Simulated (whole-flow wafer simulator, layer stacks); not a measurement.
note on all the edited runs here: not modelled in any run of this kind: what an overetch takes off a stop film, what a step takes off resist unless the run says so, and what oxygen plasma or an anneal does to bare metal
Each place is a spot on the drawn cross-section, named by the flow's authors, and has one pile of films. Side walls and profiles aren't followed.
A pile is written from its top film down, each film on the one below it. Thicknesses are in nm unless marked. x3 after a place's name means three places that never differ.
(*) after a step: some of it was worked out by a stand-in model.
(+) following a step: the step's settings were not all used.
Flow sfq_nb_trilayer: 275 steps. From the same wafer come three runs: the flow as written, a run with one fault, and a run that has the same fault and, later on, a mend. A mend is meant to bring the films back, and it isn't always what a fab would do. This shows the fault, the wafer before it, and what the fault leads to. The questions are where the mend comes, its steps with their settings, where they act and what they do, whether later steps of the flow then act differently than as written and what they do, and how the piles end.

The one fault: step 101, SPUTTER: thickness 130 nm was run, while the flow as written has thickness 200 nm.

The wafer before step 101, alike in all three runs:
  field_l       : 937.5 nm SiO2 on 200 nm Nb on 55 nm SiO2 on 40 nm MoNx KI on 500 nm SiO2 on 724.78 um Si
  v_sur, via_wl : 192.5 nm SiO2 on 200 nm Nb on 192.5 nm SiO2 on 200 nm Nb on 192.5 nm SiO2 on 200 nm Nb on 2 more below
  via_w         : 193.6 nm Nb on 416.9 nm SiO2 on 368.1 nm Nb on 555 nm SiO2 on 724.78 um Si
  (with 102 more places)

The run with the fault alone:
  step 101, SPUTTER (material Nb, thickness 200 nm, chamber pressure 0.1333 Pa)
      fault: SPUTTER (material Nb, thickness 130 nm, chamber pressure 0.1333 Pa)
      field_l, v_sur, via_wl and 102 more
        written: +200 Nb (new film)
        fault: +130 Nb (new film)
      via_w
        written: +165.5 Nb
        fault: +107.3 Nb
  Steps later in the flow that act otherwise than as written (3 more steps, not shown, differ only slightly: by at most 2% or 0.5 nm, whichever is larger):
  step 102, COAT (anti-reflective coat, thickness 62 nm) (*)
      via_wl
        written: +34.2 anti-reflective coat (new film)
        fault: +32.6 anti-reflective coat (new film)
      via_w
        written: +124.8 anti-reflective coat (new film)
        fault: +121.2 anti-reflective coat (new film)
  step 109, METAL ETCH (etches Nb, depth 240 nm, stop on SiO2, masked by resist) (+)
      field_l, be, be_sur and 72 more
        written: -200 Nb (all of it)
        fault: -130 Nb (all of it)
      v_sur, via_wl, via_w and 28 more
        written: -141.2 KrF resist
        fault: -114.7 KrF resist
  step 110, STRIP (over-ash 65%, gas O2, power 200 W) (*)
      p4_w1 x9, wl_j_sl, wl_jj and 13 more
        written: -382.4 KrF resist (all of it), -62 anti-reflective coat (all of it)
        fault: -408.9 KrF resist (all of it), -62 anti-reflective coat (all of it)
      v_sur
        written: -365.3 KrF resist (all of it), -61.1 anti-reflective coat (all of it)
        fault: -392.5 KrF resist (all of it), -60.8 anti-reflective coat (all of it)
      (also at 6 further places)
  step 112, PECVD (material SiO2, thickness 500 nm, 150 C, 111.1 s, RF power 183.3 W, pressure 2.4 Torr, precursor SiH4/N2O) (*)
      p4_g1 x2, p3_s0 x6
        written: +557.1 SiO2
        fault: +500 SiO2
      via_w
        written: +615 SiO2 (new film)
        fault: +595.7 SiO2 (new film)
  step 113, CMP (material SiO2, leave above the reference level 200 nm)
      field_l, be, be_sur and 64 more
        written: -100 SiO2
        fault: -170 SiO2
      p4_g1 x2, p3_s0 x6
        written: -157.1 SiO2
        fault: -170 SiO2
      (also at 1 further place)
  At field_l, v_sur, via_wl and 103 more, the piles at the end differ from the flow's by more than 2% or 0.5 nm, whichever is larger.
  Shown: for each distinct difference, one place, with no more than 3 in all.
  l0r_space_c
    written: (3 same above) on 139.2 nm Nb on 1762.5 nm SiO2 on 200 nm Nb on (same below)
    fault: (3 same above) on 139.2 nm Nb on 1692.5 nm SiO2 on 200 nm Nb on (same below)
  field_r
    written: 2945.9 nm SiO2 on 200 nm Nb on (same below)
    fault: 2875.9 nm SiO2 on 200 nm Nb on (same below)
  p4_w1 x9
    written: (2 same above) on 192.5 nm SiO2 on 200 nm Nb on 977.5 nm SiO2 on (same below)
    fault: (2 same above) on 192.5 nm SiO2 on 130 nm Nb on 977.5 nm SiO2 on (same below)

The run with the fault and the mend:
  The mend follows step 101.
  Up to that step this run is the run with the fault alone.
  step 101a, SPUTTER (material Nb, thickness 70 nm, chamber pressure 0.1333 Pa) (a further turn of the flow's step 101, with different settings)
      field_l, v_sur, via_wl and 102 more
        +70 Nb
      via_w
        +55.8 Nb
  None of the later steps of the flow differs from how it acts as written, at any place that is followed, by more than 2% or 0.5 nm, whichever is larger.
  The piles end only slightly different from the flow's at the places that both follow, by no more than 2% or 0.5 nm, whichever is larger.
